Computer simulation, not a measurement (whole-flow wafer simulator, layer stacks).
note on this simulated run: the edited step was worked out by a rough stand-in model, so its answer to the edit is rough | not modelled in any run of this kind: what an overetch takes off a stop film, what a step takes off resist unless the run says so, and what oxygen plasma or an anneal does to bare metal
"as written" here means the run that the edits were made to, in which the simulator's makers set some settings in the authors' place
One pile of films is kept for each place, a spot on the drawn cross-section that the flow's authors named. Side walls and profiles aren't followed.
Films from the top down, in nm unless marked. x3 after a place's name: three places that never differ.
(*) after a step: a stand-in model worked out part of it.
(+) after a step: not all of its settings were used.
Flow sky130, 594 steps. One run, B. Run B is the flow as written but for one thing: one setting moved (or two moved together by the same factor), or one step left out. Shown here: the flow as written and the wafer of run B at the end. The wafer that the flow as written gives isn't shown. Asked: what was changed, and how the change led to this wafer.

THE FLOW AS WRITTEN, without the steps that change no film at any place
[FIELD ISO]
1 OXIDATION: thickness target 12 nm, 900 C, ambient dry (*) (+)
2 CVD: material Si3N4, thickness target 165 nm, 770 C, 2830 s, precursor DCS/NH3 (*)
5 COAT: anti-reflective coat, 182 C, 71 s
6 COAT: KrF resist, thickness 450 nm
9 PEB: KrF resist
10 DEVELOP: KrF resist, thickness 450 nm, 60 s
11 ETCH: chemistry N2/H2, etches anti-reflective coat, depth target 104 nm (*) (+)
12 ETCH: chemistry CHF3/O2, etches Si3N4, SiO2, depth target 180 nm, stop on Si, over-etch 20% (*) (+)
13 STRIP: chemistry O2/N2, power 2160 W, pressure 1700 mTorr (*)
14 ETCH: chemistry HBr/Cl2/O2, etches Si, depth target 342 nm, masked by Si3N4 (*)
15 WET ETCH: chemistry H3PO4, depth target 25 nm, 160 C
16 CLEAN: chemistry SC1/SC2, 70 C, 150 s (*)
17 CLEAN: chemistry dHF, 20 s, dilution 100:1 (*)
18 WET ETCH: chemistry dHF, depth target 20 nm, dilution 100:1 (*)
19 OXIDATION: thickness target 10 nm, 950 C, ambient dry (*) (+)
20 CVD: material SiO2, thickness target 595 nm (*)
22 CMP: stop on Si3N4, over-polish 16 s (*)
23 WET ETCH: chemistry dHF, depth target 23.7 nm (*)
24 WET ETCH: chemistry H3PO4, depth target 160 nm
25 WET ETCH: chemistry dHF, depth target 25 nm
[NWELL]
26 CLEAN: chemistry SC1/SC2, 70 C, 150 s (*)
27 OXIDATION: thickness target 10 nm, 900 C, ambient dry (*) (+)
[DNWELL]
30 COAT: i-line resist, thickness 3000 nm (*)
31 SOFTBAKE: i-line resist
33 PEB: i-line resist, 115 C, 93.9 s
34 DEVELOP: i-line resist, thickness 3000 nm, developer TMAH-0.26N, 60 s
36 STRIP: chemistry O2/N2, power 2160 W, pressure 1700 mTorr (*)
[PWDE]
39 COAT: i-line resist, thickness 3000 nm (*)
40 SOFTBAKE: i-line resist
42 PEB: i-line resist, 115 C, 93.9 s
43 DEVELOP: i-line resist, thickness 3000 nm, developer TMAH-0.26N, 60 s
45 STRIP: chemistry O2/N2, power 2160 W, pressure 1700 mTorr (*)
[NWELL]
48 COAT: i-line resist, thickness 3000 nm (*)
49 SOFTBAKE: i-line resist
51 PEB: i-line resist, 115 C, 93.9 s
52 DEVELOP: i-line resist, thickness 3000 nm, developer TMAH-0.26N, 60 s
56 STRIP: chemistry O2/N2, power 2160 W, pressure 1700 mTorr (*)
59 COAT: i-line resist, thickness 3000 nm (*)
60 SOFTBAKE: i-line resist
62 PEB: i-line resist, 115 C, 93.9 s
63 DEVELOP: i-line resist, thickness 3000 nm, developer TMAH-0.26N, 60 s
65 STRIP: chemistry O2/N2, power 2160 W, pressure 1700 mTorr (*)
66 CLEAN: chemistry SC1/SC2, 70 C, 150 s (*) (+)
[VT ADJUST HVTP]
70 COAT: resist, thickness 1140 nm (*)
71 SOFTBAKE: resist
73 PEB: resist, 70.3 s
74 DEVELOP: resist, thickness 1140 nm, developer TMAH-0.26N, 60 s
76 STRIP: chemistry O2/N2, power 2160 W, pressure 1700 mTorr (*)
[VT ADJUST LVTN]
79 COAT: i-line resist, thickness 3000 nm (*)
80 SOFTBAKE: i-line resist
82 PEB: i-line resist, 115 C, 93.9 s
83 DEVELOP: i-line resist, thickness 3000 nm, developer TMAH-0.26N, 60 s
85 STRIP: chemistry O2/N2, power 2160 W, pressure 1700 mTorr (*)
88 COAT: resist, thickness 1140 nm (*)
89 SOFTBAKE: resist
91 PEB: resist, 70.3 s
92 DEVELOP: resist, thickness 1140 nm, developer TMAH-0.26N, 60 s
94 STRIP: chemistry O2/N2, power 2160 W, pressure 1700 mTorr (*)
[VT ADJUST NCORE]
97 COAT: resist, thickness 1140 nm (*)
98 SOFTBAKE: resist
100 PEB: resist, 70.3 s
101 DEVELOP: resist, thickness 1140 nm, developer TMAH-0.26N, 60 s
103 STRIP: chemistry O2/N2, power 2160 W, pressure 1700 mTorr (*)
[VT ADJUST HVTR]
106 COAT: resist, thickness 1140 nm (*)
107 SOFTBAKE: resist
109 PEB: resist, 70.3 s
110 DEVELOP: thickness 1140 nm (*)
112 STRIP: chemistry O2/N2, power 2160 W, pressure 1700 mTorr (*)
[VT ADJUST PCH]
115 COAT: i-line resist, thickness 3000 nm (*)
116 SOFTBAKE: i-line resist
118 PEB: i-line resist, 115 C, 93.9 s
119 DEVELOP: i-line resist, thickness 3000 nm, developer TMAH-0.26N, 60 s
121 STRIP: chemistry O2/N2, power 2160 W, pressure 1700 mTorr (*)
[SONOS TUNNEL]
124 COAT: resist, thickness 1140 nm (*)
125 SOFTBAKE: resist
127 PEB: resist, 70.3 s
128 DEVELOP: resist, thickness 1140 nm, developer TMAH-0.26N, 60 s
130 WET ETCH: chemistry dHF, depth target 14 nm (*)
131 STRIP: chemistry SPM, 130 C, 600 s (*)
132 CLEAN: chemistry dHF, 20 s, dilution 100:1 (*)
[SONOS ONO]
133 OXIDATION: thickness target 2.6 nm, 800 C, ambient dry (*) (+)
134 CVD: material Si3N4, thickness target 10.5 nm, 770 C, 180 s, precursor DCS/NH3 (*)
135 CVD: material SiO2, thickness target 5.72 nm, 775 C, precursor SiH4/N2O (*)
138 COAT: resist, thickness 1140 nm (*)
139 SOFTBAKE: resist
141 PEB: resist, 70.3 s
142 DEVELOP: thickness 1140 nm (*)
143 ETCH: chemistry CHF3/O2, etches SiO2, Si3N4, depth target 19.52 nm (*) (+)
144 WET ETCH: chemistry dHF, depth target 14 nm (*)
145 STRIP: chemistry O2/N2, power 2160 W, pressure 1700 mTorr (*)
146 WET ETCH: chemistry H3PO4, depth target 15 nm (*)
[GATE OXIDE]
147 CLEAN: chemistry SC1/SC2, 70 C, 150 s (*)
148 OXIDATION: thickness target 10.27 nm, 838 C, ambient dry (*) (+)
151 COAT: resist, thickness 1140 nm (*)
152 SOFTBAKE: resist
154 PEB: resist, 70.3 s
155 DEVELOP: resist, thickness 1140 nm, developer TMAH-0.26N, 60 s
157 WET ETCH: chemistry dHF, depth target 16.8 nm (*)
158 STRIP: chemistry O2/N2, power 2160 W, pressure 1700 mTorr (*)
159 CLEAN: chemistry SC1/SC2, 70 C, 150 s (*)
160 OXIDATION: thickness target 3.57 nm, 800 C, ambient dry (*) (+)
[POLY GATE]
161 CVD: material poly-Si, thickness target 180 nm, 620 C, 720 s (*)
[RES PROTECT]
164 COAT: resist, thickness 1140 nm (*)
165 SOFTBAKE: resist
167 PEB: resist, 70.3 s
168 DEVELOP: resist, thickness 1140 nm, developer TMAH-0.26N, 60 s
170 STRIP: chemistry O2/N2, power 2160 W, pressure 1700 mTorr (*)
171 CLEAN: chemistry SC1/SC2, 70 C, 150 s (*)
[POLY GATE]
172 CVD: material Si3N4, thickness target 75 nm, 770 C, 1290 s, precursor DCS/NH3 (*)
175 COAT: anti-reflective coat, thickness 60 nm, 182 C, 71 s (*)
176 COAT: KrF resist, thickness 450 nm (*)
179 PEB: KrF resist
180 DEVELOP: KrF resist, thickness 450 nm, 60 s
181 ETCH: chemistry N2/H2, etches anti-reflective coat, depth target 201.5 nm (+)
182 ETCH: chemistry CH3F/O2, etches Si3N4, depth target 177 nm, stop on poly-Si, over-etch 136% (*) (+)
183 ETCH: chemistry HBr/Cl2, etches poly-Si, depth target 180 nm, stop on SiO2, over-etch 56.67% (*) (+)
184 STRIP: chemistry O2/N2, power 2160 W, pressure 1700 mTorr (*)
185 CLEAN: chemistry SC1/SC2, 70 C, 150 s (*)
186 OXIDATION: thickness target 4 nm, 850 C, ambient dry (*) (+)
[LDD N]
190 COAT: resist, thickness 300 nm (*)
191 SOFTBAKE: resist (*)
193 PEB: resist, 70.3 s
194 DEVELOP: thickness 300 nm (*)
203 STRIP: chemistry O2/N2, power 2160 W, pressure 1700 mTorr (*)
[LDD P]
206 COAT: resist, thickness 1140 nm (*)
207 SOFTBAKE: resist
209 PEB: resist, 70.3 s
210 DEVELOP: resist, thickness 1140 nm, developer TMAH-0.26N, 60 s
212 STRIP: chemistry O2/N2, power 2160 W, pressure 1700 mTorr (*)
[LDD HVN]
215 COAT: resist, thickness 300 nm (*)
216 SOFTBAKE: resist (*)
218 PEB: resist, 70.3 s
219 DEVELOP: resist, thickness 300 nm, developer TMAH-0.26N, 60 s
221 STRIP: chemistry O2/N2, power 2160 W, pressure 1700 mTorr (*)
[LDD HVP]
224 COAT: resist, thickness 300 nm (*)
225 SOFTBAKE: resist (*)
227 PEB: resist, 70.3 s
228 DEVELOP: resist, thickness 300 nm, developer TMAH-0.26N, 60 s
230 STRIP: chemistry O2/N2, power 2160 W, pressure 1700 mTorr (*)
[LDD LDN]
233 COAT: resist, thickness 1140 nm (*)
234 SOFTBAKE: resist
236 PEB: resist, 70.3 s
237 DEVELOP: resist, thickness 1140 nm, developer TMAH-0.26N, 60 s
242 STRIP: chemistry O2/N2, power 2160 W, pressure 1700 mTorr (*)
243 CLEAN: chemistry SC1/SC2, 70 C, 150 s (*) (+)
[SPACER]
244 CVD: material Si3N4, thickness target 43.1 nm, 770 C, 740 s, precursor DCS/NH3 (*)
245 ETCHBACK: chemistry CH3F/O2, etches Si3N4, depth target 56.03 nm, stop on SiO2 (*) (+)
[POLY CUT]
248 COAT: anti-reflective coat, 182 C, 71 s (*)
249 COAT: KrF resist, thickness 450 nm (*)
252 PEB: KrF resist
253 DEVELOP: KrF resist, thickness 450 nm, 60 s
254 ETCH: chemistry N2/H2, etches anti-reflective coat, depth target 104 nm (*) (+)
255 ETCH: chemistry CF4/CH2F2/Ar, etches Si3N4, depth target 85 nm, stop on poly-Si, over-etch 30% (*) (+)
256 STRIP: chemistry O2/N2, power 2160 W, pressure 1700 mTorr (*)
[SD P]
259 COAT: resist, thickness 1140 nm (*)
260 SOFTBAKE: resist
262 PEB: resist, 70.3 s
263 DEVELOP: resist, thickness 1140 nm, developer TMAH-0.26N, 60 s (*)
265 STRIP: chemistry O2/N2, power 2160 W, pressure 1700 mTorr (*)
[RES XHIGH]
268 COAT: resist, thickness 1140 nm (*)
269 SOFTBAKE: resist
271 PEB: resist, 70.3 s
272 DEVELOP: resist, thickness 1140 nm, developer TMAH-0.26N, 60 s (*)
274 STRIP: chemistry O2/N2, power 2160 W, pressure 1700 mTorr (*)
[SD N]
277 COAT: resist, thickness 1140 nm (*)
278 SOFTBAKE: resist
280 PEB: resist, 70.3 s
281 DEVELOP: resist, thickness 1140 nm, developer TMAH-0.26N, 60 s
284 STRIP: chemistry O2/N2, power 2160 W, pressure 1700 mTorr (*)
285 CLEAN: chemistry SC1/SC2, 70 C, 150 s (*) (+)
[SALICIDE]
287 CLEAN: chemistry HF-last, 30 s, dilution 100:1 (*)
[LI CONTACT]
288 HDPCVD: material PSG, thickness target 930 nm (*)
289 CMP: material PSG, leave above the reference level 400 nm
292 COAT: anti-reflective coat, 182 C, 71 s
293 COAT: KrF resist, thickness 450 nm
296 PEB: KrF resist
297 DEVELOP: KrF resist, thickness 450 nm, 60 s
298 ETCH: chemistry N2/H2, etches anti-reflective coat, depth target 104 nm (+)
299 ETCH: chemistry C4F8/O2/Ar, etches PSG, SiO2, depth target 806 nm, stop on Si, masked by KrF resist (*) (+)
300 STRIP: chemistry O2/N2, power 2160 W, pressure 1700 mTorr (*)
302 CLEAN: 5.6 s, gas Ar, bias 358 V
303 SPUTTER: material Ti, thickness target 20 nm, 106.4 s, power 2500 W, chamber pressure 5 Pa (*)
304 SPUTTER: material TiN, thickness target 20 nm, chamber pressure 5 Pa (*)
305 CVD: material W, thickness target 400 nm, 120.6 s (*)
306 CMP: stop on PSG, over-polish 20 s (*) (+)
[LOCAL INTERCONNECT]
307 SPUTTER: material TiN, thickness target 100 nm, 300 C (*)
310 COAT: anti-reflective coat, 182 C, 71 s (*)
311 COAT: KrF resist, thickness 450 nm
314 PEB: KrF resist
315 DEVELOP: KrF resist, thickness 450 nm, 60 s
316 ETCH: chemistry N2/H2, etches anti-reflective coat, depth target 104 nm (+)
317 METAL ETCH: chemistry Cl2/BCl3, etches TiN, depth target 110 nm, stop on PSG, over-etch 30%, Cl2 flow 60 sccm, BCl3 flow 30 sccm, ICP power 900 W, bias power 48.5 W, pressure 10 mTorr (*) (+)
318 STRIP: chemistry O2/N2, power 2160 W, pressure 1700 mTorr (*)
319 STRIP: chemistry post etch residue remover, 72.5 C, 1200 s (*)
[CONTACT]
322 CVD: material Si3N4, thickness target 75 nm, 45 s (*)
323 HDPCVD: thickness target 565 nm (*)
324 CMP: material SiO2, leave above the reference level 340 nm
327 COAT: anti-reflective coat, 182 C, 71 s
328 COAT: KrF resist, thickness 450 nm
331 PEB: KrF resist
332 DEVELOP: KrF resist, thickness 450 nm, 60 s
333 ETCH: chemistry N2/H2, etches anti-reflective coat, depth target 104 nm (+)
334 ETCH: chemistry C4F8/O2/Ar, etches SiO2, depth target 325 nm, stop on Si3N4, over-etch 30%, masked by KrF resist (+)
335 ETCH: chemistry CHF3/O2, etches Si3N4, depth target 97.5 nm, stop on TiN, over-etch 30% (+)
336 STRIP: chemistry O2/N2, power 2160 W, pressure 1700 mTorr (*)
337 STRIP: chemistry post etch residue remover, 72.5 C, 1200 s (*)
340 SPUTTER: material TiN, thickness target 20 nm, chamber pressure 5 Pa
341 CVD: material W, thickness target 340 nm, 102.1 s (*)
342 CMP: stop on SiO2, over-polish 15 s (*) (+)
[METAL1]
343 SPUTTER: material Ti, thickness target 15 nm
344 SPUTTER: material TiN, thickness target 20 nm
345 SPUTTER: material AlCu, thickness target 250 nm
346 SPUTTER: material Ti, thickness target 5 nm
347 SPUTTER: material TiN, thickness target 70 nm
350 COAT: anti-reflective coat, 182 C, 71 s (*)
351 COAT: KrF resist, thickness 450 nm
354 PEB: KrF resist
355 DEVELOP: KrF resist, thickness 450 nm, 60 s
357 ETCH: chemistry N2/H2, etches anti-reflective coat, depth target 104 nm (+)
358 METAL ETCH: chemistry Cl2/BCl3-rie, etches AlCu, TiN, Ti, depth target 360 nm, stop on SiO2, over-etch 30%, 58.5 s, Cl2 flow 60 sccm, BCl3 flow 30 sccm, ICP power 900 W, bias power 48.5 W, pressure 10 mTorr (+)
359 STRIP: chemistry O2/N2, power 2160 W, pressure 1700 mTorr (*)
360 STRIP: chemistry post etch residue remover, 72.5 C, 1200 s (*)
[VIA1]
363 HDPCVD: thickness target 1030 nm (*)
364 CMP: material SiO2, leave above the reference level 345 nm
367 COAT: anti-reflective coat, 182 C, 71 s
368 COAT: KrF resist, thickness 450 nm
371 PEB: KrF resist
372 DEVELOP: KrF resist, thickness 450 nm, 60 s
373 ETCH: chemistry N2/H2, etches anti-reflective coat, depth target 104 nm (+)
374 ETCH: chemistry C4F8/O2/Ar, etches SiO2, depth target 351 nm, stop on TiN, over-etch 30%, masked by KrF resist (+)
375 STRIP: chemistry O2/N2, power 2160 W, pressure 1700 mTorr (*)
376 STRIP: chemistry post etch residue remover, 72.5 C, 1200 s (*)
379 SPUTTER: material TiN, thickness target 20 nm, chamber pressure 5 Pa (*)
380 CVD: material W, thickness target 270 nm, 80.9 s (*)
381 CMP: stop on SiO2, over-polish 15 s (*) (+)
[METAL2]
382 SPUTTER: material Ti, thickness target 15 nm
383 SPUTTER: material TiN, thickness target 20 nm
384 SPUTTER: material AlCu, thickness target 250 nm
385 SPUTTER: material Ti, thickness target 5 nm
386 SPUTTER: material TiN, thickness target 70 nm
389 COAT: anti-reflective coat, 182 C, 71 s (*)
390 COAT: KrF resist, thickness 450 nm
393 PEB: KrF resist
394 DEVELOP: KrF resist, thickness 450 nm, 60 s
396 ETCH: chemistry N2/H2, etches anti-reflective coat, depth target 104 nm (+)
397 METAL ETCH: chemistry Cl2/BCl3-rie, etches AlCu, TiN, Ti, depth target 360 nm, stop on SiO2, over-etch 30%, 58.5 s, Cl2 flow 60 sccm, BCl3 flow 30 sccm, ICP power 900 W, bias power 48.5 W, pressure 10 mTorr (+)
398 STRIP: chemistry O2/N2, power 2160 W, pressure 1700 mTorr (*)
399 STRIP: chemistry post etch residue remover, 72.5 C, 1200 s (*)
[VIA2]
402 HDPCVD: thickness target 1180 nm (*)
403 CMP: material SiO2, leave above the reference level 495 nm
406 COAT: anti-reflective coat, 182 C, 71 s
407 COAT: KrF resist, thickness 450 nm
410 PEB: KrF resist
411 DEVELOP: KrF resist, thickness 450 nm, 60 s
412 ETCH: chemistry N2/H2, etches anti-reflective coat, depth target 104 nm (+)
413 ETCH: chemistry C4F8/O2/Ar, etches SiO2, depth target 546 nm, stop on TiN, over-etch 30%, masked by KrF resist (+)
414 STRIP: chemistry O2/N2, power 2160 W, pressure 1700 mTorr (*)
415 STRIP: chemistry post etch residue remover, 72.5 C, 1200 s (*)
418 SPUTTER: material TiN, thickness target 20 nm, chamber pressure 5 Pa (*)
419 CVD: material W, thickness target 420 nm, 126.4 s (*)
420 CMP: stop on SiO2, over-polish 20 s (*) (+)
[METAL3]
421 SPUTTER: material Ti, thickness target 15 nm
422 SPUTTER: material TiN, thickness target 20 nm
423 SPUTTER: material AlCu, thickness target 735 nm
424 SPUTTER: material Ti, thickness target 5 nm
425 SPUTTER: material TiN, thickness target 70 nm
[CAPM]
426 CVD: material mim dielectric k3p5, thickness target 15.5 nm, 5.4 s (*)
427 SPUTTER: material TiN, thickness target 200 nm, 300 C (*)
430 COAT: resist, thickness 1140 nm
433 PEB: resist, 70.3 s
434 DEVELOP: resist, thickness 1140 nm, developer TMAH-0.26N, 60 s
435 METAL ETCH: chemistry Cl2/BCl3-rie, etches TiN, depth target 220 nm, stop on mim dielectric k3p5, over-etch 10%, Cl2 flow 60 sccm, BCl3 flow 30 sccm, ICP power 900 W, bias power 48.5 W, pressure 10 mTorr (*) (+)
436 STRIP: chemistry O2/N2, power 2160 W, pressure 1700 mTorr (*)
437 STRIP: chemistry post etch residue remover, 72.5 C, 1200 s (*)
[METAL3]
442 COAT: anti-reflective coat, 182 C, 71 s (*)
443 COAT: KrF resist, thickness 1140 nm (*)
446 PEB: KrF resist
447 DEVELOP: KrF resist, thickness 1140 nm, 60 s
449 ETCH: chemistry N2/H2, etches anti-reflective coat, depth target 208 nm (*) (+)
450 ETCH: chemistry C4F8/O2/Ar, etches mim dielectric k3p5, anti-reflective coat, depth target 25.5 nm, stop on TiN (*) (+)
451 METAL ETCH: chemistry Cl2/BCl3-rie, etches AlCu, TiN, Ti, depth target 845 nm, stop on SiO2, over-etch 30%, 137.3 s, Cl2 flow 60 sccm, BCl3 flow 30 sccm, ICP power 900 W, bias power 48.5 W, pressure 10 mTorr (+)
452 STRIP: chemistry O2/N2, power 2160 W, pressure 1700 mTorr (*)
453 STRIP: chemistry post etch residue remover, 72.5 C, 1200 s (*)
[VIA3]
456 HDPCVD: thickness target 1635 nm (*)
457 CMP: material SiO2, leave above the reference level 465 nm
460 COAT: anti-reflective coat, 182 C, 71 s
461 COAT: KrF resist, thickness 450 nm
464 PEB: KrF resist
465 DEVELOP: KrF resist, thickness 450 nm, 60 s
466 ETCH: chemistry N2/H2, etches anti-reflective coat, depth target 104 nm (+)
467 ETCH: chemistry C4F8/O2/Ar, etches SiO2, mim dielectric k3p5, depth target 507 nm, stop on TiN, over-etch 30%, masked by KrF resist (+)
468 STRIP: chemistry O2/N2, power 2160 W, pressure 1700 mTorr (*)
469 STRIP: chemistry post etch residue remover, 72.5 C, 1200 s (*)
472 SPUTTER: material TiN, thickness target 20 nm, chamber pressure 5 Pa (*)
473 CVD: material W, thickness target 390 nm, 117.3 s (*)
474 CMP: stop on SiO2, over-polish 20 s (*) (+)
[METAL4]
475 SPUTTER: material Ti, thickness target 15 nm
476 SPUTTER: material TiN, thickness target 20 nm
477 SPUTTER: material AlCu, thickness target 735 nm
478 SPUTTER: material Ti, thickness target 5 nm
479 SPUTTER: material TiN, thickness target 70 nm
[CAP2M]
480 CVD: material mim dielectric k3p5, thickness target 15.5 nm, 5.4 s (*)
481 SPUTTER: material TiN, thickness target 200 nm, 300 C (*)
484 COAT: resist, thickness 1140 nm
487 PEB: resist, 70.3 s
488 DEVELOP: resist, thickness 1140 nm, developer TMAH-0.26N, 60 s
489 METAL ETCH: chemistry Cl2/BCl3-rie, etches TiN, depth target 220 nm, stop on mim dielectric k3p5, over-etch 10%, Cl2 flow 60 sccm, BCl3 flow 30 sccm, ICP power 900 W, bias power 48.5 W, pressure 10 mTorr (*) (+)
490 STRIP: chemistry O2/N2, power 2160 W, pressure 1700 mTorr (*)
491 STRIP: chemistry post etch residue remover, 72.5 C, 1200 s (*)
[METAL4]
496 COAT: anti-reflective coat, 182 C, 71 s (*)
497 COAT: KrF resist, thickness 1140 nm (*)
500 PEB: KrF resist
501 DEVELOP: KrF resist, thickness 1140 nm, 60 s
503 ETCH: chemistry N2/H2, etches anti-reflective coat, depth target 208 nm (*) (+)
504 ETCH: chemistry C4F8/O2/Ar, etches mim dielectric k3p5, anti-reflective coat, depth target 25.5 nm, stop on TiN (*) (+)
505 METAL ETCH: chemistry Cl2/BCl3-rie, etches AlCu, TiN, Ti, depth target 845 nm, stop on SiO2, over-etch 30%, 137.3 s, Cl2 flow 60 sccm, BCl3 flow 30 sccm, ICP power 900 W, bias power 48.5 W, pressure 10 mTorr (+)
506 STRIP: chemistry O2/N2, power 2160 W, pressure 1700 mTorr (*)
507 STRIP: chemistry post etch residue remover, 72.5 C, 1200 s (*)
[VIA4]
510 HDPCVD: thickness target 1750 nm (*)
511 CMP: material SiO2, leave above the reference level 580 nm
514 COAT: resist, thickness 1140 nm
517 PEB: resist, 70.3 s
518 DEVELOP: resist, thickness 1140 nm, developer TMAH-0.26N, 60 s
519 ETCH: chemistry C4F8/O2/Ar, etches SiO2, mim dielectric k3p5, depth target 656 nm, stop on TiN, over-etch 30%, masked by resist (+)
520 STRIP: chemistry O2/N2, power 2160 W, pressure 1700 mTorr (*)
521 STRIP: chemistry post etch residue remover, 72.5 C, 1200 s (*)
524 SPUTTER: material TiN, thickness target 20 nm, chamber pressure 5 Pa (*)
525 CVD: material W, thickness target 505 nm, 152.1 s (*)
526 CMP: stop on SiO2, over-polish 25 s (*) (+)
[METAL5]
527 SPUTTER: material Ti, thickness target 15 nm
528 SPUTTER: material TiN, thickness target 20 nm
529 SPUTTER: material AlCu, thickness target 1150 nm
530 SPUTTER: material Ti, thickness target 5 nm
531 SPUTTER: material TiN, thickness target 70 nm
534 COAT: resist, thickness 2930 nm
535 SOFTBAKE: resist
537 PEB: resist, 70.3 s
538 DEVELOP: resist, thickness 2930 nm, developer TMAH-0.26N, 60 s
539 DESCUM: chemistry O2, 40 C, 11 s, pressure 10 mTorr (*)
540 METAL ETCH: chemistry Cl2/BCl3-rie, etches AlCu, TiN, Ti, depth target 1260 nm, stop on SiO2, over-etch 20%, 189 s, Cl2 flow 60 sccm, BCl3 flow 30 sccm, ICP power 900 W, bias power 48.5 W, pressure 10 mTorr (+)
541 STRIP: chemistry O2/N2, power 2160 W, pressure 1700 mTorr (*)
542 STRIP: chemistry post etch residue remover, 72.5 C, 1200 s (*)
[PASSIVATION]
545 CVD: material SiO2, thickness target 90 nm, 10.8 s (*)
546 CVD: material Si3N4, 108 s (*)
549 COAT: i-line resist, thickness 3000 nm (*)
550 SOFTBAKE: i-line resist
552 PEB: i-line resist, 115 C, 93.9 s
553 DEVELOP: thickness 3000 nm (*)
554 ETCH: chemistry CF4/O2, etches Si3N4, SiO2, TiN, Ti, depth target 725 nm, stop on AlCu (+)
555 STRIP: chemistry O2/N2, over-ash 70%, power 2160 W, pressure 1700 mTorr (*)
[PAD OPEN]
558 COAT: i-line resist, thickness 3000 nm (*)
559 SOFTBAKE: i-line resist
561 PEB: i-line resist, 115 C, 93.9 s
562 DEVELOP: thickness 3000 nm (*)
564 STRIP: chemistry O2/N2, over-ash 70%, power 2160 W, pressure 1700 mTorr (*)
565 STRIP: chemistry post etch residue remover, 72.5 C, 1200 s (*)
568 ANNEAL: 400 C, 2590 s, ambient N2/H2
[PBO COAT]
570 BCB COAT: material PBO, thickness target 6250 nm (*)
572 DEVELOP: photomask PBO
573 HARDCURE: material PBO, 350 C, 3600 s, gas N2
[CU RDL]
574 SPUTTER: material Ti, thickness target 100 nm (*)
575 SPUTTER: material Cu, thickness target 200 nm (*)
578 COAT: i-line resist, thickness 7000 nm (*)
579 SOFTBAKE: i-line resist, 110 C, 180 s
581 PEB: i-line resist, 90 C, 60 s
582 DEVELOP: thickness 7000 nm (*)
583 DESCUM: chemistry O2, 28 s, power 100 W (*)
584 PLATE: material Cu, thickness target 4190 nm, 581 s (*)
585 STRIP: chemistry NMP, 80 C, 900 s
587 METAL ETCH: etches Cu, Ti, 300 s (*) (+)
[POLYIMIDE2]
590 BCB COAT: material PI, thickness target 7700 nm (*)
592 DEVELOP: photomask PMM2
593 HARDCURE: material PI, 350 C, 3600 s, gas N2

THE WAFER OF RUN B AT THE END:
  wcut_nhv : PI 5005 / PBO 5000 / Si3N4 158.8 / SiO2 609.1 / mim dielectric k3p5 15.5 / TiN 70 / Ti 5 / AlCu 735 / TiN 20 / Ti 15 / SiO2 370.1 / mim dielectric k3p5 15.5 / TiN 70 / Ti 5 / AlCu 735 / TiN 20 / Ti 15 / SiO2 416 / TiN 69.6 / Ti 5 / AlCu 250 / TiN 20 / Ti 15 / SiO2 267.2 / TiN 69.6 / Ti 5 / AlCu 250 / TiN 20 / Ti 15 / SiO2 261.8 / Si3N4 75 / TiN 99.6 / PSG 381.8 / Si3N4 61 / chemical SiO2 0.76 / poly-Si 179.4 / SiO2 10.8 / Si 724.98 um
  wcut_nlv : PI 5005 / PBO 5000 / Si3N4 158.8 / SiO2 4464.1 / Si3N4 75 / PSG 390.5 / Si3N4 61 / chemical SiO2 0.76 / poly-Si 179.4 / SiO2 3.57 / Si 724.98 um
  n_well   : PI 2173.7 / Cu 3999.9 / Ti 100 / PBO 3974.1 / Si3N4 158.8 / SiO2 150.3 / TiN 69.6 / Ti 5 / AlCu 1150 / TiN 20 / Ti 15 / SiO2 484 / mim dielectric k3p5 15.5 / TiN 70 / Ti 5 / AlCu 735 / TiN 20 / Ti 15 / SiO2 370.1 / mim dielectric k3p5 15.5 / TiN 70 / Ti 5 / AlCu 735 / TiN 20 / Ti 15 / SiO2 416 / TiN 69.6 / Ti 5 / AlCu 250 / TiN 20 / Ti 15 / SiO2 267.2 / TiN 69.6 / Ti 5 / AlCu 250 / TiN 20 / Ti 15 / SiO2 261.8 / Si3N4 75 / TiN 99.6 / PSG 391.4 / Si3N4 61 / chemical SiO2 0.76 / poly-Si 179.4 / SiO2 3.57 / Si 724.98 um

The cause: step 545, CVD: thickness target 108 nm was run, where the flow has thickness target 90 nm; step 545, CVD: 13 s was run, where the flow has 10.8 s.

How the change led to this, step by step:
  545 CVD: material SiO2, thickness target 90 nm, 10.8 s (*)
      field, active, gate and 175 more: SiO2 +150.3 (as written it would be: SiO2 +125.2)
      n_well, p_well, sd_n and 12 more: SiO2 +150.3 (new film) (as written it would be: SiO2 +125.2 (new film))
  550 SOFTBAKE: i-line resist
      gate_p_lvt, iso_guard_hv_nw: i-line resist +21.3 (as written it would be: i-line resist +20.6)
      spacer: i-line resist -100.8 (as written it would be: i-line resist -97.5)
      (and at 37 more places)
  554 ETCH: chemistry CF4/O2, etches Si3N4, SiO2, TiN, Ti, depth target 725 nm, stop on AlCu (+)
      field, active, n_well and 189 more: i-line resist -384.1 (as written it would be: i-line resist -358.9)
      pad: Si3N4 -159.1 (all of it), SiO2 -150.3 (all of it), TiN -69.6 (all of it), Ti -5 (all of it) (as written it would be: Si3N4 -159.1 (all of it), SiO2 -125.2 (all of it), TiN -69.6 (all of it), Ti -5 (all of it))
  559 SOFTBAKE: i-line resist
      gate_p_lvt, iso_guard_hv_nw: i-line resist +21.3 (as written it would be: i-line resist +20.6)
      nwell_res: i-line resist -80.3 (as written it would be: i-line resist -78.3)
      (and at 41 more places)
  578 COAT: i-line resist, thickness 7000 nm (*)
      pad: i-line resist +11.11 um (new film) (as written it would be: i-line resist +11.08 um (new film))
  582 DEVELOP: thickness 7000 nm (*)
      pad: i-line resist -11.11 um (all of it) (as written it would be: i-line resist -11.08 um (all of it))
